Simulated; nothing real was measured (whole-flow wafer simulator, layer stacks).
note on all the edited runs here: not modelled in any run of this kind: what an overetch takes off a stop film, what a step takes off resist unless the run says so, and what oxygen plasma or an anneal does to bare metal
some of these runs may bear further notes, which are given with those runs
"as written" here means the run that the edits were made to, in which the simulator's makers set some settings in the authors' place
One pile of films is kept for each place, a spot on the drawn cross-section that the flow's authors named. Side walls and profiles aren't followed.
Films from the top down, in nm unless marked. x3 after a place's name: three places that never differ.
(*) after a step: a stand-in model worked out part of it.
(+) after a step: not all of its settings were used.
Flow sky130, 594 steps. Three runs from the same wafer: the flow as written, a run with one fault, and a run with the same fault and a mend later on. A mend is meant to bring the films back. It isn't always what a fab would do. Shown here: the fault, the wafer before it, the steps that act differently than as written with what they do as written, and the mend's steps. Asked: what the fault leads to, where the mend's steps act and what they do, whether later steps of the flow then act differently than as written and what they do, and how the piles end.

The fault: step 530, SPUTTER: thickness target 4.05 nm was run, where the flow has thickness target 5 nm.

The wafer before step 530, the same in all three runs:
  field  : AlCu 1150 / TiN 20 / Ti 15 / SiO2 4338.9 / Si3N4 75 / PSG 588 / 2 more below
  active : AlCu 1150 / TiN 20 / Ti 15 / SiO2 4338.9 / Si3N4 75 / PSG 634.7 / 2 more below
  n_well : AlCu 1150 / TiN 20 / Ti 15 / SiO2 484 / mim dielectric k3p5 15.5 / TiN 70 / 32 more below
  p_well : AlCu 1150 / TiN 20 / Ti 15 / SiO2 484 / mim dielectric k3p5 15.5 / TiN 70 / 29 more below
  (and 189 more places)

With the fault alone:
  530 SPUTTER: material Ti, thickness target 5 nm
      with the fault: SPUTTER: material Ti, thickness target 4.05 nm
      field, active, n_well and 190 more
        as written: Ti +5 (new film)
        with the fault: Ti +4.05 (new film)
  Later steps of the flow that act differently than as written (21 more steps differ only slightly, by at most 2% or 0.5 nm, whichever is larger, and aren't shown):
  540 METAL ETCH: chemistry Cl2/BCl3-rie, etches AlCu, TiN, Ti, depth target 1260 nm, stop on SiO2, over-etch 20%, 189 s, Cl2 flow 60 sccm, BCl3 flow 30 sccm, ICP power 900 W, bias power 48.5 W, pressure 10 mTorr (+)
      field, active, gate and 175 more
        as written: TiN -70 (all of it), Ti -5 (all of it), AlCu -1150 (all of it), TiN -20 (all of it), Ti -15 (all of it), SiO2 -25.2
        with the fault: TiN -70 (all of it), Ti -4.05 (all of it), AlCu -1150 (all of it), TiN -20 (all of it), Ti -15 (all of it), SiO2 -25.3
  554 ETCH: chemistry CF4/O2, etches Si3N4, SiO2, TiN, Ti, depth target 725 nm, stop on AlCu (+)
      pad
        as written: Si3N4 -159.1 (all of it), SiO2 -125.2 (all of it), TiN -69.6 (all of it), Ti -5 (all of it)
        with the fault: Si3N4 -159.1 (all of it), SiO2 -125.2 (all of it), TiN -69.6 (all of it), Ti -4.05 (all of it)
  At the end the piles differ from the flow's by more than 2% or 0.5 nm, whichever is larger, at n_well, p_well, sd_n and 11 more.
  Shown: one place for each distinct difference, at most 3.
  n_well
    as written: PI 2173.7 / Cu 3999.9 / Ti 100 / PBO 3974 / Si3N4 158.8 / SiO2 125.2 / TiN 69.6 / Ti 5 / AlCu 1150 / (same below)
    with the fault: PI 2173.8 / Cu 3999.9 / Ti 100 / PBO 3974.7 / Si3N4 158.8 / SiO2 125.2 / TiN 69.6 / Ti 4.05 / AlCu 1150 / (same below)
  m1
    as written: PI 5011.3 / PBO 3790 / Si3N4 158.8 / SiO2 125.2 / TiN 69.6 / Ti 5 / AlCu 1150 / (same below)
    with the fault: PI 5011.3 / PBO 3790.8 / Si3N4 158.8 / SiO2 125.2 / TiN 69.6 / Ti 4.05 / AlCu 1150 / (same below)
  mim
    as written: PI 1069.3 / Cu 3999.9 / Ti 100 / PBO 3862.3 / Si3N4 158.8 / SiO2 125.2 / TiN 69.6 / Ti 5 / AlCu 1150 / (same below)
    with the fault: PI 1069.4 / Cu 3999.9 / Ti 100 / PBO 3863 / Si3N4 158.8 / SiO2 125.2 / TiN 69.6 / Ti 4.05 / AlCu 1150 / (same below)

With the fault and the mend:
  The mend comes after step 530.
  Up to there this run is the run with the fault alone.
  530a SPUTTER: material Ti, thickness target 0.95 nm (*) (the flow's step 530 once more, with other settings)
      field, active, n_well and 190 more
        Ti +0.95
  No later step of the flow acts differently than as written at any place that is followed.
  At the end the piles are the same as the flow's at every place that both follow.
